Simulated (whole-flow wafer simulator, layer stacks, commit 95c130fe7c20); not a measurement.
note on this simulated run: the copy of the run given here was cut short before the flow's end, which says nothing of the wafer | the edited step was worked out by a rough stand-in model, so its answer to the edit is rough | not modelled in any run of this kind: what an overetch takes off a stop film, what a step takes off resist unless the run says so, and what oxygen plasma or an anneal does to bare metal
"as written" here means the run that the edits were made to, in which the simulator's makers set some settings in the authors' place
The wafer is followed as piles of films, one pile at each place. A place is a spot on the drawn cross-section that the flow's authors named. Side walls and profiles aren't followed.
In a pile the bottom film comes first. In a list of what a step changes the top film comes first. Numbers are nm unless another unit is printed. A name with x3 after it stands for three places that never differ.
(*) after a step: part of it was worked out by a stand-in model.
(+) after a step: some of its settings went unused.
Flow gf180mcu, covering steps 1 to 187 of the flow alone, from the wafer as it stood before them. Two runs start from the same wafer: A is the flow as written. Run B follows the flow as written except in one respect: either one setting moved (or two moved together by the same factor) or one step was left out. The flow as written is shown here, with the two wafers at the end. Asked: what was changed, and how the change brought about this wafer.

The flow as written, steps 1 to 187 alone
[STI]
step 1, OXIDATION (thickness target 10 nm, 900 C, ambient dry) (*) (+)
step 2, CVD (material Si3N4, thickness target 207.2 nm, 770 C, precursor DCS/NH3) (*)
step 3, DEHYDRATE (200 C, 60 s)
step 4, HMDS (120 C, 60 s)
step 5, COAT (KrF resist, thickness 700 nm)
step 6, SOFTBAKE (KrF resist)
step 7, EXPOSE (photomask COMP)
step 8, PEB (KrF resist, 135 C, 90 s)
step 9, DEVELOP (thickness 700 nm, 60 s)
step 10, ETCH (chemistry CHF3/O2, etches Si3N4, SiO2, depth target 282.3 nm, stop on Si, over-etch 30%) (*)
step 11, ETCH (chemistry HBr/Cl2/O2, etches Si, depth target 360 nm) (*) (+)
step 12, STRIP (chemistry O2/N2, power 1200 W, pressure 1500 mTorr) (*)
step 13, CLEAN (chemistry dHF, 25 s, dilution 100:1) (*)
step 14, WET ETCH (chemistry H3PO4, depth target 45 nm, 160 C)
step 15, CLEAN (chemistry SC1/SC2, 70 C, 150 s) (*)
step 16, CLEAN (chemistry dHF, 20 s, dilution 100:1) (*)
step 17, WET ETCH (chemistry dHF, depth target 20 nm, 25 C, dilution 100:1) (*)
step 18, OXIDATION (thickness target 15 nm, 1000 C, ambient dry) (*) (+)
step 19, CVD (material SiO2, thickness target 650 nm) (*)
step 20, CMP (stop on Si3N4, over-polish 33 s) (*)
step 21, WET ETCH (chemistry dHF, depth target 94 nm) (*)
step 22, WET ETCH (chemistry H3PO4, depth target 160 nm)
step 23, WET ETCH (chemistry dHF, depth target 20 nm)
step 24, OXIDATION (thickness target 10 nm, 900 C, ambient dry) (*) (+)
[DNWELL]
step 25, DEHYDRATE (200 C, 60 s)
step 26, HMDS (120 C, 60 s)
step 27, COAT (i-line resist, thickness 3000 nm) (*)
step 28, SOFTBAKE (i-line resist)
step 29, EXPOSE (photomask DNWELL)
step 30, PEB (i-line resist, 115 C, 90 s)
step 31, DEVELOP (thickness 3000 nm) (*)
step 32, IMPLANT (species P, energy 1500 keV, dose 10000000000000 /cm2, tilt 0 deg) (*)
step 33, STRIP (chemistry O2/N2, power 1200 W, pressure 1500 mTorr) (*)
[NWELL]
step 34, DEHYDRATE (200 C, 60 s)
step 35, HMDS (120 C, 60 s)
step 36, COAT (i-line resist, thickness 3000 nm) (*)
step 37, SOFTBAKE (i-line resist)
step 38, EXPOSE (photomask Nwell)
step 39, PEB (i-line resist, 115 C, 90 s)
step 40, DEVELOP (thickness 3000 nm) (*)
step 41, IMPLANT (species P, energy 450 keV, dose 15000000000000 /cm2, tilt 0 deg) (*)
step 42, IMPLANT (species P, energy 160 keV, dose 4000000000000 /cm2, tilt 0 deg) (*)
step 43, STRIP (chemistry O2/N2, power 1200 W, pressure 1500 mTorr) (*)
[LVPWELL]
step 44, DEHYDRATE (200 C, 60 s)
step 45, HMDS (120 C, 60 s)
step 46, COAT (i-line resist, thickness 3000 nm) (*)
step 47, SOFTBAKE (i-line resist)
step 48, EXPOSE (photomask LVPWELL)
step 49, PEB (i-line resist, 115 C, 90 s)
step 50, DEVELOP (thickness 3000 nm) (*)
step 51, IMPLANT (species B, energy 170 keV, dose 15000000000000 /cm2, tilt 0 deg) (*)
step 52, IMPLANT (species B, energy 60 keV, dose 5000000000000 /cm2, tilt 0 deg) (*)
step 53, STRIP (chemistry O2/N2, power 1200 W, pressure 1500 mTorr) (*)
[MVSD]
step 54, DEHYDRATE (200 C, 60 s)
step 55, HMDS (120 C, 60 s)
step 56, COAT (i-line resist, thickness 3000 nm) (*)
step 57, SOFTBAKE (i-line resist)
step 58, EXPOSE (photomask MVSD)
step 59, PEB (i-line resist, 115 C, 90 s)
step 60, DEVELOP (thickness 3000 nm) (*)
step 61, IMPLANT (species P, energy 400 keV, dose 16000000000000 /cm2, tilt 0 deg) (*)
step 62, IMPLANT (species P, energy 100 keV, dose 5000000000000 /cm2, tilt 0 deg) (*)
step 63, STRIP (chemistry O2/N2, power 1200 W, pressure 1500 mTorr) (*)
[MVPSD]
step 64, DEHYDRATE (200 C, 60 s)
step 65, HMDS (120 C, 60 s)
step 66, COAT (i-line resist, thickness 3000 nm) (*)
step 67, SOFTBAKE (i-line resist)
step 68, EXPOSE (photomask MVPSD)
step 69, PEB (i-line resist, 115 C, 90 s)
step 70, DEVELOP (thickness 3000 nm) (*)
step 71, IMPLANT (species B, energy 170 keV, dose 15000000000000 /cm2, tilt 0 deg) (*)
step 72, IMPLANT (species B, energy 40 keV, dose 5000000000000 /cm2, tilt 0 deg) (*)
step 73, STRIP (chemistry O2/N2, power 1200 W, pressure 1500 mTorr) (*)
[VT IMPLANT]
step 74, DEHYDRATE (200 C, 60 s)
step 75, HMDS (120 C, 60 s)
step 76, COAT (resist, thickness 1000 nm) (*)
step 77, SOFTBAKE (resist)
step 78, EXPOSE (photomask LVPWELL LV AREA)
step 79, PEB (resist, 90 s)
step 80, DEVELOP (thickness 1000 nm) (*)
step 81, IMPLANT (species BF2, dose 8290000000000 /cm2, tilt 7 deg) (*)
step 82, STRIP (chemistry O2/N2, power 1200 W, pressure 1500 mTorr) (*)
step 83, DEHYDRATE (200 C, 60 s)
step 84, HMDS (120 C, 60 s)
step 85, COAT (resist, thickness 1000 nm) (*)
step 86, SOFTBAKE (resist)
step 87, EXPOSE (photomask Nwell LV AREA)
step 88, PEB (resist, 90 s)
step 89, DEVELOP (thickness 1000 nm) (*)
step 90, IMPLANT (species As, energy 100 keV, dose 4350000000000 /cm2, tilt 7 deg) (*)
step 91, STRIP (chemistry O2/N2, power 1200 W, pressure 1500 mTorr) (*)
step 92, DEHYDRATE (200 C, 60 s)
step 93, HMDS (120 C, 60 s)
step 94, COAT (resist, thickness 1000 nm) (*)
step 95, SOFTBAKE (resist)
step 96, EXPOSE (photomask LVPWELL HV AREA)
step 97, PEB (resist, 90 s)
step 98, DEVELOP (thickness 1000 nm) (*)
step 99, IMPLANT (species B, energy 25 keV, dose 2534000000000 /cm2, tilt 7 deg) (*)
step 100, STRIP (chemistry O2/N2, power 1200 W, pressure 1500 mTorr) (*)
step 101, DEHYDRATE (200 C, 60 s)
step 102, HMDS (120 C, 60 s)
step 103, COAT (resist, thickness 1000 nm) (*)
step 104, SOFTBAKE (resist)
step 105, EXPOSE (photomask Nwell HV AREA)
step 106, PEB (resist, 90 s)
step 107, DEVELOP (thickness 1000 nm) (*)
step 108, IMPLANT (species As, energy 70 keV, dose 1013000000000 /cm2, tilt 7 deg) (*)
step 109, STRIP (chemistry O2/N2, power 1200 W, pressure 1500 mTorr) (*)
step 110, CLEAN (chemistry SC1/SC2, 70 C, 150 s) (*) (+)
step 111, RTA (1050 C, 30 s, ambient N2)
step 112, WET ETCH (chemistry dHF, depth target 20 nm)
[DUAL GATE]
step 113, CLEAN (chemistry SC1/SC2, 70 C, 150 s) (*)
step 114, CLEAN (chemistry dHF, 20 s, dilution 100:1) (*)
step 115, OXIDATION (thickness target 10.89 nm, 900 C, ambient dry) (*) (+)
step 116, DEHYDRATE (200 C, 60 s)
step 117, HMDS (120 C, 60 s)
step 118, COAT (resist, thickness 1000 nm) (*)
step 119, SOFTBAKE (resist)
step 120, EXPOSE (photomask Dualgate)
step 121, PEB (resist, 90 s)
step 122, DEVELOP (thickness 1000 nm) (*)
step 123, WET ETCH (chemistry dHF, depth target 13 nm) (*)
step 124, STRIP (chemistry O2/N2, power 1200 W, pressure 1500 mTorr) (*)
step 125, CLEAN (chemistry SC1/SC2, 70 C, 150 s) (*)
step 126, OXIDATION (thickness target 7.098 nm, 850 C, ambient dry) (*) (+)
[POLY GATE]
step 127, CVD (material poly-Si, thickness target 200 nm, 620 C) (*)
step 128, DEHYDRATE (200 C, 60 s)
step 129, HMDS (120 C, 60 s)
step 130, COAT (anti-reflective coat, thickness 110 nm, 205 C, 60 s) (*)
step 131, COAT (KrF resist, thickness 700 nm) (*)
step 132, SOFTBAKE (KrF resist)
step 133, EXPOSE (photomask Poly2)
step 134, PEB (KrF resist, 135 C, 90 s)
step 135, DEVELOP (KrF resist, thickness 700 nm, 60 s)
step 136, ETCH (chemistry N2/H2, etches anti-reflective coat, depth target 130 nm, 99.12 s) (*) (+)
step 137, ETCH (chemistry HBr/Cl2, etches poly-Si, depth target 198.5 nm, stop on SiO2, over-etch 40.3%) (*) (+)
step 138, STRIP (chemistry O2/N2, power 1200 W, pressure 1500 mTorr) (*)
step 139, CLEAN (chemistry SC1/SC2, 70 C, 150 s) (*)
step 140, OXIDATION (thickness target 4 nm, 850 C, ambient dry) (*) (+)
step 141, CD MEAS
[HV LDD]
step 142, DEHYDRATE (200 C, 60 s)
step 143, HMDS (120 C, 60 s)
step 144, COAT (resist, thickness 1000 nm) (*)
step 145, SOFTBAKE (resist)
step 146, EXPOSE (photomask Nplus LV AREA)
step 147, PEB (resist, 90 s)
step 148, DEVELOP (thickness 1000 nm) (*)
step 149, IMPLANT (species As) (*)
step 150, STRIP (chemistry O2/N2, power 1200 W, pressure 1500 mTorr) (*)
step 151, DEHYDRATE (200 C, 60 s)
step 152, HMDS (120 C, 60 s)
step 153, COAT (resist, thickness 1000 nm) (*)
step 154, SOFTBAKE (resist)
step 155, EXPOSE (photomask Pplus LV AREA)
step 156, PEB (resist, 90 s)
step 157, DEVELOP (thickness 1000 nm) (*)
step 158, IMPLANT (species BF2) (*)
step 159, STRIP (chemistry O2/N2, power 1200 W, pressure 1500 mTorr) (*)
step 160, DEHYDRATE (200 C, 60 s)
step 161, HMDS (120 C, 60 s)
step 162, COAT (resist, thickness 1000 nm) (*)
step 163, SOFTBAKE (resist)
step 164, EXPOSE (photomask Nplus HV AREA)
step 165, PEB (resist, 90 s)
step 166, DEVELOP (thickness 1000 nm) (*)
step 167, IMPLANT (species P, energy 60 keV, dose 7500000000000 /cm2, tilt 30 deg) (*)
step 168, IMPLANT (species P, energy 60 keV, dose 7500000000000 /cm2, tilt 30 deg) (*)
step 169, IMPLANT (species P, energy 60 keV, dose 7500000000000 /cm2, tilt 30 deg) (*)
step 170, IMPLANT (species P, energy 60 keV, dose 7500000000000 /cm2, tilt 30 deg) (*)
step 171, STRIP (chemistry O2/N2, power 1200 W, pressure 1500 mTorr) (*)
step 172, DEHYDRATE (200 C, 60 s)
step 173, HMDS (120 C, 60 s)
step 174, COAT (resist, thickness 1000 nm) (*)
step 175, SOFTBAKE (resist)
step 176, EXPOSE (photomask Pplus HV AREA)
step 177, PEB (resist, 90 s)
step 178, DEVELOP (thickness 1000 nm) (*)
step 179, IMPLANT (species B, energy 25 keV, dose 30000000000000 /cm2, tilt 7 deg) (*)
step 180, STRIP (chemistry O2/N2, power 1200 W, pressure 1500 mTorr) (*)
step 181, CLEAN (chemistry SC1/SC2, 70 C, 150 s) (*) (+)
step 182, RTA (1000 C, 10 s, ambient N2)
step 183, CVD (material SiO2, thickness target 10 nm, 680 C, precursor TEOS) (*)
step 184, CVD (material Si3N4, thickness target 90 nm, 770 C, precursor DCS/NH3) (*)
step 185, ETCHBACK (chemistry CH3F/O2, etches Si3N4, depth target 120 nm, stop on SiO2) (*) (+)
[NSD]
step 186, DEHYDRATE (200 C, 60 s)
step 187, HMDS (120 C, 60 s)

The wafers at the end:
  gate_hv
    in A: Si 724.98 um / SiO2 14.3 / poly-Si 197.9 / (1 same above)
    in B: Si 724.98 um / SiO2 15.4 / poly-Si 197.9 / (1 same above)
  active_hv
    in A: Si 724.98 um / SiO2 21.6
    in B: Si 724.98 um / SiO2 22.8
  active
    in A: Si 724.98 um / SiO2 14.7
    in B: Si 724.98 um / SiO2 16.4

What caused this: step 126, OXIDATION: 873 C was run, though the flow has 850 C.

Step by step, how the change led to this:
  step 126, OXIDATION (thickness target 7.098 nm, 850 C, ambient dry) (*) (+)
      gate_hv, active_hv, active_nat and 25 more: A SiO2 gains 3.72, Si loses 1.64 | B SiO2 gains 4.86, Si loses 2.14
      active, n_well, p_well and 12 more: A SiO2 gains 7.1 (new film), chemical SiO2 loses 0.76 (all of it), Si loses 2.79 | B SiO2 gains 8.86 (new film), chemical SiO2 loses 0.76 (all of it), Si loses 3.56
